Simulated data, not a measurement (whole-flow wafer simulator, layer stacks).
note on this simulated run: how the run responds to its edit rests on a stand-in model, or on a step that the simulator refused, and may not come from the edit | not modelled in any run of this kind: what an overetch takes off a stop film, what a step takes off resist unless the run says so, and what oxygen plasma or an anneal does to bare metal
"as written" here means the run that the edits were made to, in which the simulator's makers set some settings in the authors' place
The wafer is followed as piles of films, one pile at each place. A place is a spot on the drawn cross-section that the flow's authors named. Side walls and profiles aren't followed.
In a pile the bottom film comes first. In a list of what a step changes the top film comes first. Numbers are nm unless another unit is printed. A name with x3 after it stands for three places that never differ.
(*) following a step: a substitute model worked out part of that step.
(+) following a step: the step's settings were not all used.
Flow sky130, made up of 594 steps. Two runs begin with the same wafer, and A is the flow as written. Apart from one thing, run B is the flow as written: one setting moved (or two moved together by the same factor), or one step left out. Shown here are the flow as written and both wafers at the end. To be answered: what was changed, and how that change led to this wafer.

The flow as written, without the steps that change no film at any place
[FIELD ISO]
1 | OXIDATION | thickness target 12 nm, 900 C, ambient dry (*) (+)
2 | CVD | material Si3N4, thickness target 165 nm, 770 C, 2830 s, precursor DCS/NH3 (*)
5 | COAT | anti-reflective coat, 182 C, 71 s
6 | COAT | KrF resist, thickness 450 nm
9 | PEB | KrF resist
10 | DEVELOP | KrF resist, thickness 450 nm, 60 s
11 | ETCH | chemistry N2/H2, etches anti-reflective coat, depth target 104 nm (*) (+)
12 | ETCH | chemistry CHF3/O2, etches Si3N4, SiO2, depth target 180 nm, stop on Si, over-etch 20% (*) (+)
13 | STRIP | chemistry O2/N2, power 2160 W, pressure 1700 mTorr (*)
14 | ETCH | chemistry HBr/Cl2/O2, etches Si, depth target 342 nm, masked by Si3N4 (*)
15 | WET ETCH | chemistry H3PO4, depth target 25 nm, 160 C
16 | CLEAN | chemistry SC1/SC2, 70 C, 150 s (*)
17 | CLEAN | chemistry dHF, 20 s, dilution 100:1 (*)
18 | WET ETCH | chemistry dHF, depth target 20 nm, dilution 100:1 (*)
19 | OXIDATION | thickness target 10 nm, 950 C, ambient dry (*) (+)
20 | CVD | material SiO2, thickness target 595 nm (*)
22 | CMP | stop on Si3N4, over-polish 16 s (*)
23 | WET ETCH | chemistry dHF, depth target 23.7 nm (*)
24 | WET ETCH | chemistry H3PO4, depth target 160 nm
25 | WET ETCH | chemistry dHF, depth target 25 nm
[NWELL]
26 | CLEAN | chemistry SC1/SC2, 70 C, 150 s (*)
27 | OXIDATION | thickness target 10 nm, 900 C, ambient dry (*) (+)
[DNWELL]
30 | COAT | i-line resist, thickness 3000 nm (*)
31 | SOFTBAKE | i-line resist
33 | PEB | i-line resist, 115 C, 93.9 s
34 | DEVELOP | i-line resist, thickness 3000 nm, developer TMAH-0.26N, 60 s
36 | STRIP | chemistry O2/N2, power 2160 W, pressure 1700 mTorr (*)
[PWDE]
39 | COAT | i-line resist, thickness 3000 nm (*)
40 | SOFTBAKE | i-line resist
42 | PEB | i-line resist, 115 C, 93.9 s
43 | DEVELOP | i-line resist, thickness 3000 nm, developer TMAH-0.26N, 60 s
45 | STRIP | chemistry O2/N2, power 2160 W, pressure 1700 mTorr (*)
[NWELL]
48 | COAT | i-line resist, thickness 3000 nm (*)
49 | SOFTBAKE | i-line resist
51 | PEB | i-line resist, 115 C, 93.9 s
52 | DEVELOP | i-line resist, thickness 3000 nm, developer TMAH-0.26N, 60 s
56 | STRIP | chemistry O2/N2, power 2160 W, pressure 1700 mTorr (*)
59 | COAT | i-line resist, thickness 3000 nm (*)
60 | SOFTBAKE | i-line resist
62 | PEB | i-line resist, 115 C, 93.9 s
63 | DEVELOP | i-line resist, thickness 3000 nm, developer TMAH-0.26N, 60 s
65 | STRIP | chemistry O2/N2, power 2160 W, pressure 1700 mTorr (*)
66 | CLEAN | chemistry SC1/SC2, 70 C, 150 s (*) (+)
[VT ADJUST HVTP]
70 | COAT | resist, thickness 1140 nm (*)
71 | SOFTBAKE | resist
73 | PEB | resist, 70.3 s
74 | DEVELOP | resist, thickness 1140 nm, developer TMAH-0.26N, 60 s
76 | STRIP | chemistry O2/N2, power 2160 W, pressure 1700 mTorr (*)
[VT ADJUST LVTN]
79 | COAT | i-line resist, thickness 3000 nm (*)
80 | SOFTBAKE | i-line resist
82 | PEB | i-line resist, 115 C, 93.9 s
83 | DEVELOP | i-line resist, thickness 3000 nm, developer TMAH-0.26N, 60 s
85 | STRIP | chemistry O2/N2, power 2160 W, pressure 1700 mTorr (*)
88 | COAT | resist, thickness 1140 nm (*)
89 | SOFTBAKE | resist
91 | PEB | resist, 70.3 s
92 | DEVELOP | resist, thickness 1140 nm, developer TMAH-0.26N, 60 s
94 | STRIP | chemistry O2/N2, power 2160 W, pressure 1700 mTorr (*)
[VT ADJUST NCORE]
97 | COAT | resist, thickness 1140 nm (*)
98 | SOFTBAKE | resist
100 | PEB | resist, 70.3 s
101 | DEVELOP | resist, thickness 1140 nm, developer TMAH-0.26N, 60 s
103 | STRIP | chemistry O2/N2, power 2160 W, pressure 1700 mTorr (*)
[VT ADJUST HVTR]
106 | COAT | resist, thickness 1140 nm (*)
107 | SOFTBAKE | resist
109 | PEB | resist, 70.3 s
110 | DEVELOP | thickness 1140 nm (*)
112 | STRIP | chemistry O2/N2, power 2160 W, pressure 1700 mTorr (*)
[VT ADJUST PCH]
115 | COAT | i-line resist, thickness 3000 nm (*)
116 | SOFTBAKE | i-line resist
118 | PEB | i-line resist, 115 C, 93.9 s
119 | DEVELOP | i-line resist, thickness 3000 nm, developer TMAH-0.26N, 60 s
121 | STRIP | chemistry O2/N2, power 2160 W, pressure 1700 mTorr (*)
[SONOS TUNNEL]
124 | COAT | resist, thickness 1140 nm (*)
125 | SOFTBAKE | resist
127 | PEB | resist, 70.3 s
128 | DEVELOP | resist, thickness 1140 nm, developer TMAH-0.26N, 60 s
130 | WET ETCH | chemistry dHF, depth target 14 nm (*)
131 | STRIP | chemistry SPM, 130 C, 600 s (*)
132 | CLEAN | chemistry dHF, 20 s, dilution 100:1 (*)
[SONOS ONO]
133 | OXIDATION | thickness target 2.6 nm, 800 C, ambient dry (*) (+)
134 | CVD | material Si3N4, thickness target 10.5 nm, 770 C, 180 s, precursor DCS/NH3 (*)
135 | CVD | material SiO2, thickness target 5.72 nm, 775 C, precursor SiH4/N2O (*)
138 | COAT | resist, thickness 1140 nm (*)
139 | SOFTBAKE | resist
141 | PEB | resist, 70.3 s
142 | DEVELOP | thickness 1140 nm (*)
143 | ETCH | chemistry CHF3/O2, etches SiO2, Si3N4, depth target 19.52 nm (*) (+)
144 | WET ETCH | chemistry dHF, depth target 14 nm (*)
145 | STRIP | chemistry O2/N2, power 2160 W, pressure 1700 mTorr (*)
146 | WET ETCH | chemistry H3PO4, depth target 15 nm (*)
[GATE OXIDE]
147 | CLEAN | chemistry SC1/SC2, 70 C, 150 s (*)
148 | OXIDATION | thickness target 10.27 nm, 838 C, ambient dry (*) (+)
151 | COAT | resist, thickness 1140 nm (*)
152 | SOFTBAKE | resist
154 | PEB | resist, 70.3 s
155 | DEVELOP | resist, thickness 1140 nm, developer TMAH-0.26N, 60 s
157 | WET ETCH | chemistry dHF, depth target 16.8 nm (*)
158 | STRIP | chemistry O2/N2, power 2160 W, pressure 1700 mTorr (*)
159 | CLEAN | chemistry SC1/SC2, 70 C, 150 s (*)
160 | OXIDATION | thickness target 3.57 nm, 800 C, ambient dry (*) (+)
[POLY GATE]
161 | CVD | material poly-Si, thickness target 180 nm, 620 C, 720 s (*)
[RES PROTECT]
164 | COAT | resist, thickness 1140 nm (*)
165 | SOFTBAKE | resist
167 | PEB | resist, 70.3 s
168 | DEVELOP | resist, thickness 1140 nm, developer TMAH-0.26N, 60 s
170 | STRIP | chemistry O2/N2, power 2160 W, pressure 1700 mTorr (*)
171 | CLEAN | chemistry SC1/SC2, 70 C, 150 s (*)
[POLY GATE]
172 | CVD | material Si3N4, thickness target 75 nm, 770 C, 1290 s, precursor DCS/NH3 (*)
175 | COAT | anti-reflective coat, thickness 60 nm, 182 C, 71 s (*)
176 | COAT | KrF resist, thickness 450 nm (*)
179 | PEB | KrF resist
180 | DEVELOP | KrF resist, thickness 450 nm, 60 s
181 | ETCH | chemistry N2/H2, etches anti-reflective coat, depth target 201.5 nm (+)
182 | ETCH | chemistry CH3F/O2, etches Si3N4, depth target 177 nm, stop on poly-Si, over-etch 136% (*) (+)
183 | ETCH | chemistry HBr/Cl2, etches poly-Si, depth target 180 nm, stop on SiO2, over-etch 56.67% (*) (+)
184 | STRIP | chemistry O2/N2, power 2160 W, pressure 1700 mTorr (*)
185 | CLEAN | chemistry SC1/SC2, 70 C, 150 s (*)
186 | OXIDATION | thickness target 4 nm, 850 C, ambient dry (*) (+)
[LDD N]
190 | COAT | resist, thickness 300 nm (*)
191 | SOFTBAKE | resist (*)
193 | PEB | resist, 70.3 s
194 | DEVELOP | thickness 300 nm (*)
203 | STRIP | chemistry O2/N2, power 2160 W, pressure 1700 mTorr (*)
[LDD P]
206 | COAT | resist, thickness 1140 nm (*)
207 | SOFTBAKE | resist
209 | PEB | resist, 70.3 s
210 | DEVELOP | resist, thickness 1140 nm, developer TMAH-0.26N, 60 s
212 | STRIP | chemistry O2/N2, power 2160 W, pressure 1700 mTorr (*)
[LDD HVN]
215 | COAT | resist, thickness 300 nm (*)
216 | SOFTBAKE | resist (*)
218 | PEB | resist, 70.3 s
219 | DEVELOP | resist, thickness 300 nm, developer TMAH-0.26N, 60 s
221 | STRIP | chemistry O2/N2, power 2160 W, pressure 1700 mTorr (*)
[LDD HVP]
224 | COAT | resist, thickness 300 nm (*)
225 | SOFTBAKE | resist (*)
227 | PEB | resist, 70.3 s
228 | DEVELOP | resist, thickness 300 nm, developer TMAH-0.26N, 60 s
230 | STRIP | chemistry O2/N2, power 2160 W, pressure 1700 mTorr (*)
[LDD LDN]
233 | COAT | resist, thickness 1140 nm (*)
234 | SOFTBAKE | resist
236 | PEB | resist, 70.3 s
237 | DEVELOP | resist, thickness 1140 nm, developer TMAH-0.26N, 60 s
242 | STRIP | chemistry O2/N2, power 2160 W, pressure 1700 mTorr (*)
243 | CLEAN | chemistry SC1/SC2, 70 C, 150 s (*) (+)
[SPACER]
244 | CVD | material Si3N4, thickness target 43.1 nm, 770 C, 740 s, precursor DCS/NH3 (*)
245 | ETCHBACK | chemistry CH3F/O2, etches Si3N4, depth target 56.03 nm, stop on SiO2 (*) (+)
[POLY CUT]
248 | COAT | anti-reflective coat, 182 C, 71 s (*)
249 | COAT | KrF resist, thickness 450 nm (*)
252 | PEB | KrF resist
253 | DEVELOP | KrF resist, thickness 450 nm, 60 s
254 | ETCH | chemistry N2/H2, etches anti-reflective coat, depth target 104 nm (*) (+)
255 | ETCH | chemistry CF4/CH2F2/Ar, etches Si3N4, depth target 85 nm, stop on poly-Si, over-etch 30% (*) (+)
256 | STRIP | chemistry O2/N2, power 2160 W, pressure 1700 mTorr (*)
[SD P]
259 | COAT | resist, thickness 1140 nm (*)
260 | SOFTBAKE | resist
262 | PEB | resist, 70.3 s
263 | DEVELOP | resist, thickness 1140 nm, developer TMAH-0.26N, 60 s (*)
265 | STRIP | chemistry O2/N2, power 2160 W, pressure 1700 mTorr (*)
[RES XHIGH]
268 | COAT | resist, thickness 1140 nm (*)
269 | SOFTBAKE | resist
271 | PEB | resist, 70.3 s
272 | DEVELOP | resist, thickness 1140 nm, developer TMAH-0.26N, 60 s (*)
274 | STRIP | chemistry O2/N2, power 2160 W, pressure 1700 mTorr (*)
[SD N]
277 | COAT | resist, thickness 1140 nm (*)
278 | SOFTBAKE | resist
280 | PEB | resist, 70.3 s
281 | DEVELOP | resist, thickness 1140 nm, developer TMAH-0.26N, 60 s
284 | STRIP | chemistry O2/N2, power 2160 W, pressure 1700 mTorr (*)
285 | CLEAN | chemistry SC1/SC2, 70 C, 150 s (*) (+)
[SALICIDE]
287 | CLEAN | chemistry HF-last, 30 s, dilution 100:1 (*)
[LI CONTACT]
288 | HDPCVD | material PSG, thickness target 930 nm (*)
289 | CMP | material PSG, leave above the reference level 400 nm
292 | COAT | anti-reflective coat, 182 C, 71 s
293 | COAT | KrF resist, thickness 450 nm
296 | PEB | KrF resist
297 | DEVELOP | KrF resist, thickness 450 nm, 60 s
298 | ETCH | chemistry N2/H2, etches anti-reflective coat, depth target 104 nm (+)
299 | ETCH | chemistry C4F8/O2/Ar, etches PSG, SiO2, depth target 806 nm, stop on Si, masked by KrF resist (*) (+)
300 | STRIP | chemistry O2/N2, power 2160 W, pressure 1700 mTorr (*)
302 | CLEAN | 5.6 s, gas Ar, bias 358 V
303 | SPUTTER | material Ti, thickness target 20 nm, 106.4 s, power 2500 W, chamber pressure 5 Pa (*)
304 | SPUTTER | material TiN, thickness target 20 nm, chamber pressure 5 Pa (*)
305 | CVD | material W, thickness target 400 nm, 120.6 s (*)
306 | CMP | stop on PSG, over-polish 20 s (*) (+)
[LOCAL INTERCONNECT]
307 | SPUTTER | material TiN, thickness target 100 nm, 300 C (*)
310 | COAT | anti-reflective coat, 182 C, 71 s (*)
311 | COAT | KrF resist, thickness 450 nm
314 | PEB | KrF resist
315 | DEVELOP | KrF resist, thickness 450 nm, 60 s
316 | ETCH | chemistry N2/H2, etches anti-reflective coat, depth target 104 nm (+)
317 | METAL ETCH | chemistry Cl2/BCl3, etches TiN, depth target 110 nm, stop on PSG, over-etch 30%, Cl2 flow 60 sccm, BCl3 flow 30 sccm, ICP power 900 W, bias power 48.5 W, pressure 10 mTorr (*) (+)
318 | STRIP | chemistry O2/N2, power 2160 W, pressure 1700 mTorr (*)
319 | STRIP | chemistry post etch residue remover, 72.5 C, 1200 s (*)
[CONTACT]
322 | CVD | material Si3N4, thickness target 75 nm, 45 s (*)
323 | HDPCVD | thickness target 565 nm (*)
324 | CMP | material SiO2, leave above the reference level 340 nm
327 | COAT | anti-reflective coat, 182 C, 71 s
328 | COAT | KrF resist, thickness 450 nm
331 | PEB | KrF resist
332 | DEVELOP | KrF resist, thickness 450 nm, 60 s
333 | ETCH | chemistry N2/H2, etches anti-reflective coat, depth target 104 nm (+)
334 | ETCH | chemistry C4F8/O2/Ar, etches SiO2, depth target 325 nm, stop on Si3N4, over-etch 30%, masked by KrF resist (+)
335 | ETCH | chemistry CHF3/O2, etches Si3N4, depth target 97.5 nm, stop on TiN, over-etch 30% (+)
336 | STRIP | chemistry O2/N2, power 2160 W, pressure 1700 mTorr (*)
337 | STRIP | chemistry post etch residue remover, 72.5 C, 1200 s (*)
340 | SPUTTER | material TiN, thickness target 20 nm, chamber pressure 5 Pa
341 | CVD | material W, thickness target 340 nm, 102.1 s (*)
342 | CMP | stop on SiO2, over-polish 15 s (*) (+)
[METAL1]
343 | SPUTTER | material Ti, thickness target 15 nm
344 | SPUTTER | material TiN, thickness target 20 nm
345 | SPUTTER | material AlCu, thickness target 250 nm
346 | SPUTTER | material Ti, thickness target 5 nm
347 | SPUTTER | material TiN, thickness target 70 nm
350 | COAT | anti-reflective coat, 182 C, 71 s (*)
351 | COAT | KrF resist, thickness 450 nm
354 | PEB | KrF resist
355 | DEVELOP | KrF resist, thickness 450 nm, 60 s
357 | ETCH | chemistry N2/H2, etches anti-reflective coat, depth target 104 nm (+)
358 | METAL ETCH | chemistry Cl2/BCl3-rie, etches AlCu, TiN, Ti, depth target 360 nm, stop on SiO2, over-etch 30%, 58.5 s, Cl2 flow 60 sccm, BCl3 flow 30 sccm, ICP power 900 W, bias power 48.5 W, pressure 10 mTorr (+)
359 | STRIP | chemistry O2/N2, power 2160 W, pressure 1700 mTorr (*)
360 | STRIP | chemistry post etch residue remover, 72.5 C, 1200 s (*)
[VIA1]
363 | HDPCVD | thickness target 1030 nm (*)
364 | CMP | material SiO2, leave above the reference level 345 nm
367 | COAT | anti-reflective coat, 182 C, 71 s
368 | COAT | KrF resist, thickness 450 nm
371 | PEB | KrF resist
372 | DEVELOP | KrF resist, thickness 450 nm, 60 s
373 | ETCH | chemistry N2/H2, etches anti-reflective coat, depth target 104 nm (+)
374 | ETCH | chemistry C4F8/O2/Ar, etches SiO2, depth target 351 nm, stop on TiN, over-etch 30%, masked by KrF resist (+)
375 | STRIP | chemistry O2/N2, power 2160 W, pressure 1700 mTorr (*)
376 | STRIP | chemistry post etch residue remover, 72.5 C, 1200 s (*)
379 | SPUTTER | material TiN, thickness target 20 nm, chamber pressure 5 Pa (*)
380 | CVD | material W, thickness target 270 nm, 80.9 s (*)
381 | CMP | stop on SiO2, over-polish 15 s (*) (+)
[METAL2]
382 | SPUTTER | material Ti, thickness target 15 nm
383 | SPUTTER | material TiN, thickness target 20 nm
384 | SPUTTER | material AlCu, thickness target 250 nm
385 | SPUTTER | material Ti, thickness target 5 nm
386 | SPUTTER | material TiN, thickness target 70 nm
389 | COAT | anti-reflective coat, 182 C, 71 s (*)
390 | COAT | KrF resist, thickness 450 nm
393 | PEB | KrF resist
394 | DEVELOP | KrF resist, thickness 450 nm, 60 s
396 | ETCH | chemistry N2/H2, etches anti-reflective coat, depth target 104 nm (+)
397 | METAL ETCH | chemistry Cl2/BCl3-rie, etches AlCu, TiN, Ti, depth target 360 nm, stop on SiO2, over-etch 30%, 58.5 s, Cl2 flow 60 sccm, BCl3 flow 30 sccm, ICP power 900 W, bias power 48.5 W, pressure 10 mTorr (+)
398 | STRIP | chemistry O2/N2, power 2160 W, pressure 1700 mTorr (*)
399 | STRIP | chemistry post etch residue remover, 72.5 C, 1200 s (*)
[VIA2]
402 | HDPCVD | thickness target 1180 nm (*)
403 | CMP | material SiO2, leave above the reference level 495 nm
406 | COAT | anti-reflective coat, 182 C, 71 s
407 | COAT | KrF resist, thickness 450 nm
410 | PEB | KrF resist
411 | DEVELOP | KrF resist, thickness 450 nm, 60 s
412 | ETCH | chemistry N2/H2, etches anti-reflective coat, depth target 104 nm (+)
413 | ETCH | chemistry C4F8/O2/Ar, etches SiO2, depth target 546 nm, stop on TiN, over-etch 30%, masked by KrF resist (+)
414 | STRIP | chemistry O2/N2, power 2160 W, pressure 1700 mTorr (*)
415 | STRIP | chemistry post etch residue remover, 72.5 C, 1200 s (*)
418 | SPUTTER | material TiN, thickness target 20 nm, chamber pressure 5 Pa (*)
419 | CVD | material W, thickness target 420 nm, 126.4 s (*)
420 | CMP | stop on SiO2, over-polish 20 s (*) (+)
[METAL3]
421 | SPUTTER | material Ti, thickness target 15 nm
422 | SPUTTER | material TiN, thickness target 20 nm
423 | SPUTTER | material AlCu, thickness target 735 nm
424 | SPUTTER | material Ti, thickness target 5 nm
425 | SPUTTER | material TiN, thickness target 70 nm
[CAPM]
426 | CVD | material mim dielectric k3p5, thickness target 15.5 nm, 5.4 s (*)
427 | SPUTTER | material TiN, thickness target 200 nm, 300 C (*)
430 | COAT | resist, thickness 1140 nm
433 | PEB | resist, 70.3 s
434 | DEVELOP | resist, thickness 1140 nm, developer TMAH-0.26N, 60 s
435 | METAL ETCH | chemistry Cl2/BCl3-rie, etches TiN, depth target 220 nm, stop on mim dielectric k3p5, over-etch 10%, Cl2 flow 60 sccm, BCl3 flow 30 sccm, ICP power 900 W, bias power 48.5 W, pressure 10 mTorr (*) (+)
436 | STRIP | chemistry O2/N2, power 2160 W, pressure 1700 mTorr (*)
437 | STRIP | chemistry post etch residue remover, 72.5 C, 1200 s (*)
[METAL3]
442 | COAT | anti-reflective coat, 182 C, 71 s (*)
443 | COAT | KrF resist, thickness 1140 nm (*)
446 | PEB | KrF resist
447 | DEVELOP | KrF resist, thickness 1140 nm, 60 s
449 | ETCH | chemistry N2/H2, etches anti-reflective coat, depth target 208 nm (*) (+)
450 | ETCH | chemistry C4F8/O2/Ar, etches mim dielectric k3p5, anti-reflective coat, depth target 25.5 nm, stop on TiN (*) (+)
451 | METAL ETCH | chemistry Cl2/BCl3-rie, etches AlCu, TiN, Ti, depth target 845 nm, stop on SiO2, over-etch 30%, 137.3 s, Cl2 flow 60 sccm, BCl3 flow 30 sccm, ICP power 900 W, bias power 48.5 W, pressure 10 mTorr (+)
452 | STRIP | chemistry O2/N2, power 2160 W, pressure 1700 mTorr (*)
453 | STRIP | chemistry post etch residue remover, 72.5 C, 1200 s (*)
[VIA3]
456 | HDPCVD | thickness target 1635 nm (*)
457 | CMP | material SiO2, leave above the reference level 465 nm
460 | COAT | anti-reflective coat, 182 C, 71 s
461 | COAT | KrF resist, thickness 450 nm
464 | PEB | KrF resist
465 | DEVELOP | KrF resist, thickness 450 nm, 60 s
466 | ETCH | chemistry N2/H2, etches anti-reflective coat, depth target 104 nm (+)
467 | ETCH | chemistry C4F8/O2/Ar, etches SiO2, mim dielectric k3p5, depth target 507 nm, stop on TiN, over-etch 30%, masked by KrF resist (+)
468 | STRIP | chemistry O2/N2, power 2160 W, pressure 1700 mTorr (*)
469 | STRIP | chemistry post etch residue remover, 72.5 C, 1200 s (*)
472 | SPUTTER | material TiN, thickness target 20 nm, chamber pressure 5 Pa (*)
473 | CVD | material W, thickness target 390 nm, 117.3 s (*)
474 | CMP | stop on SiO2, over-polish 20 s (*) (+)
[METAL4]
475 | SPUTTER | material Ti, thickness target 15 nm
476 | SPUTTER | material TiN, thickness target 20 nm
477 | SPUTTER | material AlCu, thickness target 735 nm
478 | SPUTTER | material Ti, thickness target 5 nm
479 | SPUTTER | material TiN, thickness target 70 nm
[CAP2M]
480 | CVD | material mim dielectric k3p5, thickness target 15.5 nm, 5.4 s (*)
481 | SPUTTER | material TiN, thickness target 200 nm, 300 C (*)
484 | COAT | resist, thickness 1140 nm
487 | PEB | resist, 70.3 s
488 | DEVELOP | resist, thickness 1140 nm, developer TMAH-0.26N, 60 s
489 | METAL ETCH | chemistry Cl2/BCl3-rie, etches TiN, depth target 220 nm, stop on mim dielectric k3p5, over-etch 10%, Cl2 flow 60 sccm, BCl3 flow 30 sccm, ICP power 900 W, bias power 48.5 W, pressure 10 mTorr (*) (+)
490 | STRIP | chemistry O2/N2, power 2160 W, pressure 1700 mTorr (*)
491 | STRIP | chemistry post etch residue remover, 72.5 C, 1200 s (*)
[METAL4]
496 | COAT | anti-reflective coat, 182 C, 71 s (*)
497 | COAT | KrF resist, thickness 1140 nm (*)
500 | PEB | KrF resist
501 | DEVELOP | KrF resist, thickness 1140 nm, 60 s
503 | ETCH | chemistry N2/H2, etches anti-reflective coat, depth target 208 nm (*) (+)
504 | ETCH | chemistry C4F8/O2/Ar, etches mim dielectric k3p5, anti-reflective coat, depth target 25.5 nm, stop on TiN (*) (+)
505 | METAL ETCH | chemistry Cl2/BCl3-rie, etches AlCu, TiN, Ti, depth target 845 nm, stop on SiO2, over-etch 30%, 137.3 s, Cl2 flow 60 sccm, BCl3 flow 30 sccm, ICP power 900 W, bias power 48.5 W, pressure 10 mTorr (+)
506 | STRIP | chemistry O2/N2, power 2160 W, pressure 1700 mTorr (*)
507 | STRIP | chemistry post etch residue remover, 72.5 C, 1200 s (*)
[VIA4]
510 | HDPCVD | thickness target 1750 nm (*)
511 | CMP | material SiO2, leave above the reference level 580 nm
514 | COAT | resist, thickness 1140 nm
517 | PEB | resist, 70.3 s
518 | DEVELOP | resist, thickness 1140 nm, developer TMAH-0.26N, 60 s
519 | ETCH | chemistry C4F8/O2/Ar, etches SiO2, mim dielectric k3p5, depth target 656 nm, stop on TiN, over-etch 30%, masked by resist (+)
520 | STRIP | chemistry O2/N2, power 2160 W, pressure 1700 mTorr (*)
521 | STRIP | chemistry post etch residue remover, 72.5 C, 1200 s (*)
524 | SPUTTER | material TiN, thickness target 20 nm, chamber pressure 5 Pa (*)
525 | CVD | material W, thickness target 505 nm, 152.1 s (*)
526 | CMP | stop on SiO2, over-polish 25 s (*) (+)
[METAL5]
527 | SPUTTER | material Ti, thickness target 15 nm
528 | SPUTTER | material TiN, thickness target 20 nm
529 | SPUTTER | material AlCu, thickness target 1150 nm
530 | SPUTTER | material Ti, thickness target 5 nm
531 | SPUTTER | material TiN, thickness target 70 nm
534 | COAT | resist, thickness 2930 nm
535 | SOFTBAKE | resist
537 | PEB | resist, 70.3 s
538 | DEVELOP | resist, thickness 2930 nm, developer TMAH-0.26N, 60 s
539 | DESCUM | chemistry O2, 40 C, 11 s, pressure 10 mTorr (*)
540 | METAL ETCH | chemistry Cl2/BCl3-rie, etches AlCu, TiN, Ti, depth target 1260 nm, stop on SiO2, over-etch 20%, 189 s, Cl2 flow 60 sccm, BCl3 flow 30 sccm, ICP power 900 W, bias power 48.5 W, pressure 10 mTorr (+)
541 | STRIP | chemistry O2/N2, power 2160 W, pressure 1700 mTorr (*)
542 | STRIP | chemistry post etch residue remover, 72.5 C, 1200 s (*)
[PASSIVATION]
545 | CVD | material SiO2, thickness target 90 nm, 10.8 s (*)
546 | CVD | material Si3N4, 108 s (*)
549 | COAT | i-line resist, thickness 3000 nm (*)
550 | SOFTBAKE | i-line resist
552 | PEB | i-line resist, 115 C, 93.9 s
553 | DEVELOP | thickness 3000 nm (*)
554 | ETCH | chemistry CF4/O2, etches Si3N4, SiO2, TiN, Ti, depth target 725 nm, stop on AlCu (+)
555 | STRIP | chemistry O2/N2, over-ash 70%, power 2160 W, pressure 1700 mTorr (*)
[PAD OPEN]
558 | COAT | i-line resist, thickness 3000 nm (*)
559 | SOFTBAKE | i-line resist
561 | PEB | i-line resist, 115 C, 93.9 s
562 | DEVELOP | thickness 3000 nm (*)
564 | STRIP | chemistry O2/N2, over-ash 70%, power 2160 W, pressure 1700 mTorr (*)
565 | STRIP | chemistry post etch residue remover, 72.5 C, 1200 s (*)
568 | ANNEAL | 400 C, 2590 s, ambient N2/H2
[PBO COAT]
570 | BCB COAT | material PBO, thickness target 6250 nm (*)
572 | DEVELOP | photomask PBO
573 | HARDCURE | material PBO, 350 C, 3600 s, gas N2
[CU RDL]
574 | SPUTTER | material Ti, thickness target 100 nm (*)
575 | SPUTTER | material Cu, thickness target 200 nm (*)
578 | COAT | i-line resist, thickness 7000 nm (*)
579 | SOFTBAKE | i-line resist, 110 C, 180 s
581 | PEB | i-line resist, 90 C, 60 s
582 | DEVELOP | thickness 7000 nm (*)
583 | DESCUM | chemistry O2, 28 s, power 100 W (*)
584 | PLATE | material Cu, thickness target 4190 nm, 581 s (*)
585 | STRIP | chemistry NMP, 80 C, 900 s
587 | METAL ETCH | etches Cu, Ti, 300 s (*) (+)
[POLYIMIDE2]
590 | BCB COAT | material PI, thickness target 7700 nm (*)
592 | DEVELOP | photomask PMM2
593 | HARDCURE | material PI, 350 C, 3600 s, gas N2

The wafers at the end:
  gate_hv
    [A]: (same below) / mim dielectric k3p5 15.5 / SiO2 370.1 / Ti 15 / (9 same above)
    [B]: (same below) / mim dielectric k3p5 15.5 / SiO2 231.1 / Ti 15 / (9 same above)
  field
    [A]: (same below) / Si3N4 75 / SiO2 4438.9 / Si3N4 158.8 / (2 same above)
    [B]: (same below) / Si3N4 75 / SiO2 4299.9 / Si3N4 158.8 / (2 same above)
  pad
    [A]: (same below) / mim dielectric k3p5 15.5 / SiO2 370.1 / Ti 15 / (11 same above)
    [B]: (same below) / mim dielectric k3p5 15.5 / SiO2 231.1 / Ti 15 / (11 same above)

What caused this: step 457, CMP: leave above the reference level 326 nm was run, while the flow as written has leave above the reference level 465 nm.

The path from the change to this, step by step:
  457 | CMP | material SiO2, leave above the reference level 465 nm
      n_well, p_well, gate_hv and 99 more: A SiO2 loses 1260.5 | B SiO2 loses 1399.5
      field, active, gate and 82 more: A SiO2 loses 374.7 | B SiO2 loses 513.7
      (and at 5 other places as well)
  467 | ETCH | chemistry C4F8/O2/Ar, etches SiO2, mim dielectric k3p5, depth target 507 nm, stop on TiN, over-etch 30%, masked by KrF resist (+)
      field, active, n_well and 187 more: A KrF resist loses 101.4 | B KrF resist loses 65.3
      m1: A SiO2 loses 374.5 (all of it), mim dielectric k3p5 loses 15.5 (all of it) | B SiO2 loses 235.5 (all of it), mim dielectric k3p5 loses 15.5 (all of it)
      (and at 1 other place as well)
  468 | STRIP | chemistry O2/N2, power 2160 W, pressure 1700 mTorr (*)
      field, active, n_well and 187 more: A KrF resist loses 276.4 (all of it), anti-reflective coat loses 80 (all of it) | B KrF resist loses 312.6 (all of it), anti-reflective coat loses 80 (all of it)
  472 | SPUTTER | material TiN, thickness target 20 nm, chamber pressure 5 Pa (*)
      m1, via3_hole: A TiN gains 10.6 | B TiN gains 12.6
  473 | CVD | material W, thickness target 390 nm, 117.3 s (*)
      m1: A W gains 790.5 (new film) | B W gains 649.4 (new film)
      via3_hole: A W gains 789.9 (new film) | B W gains 648.8 (new film)
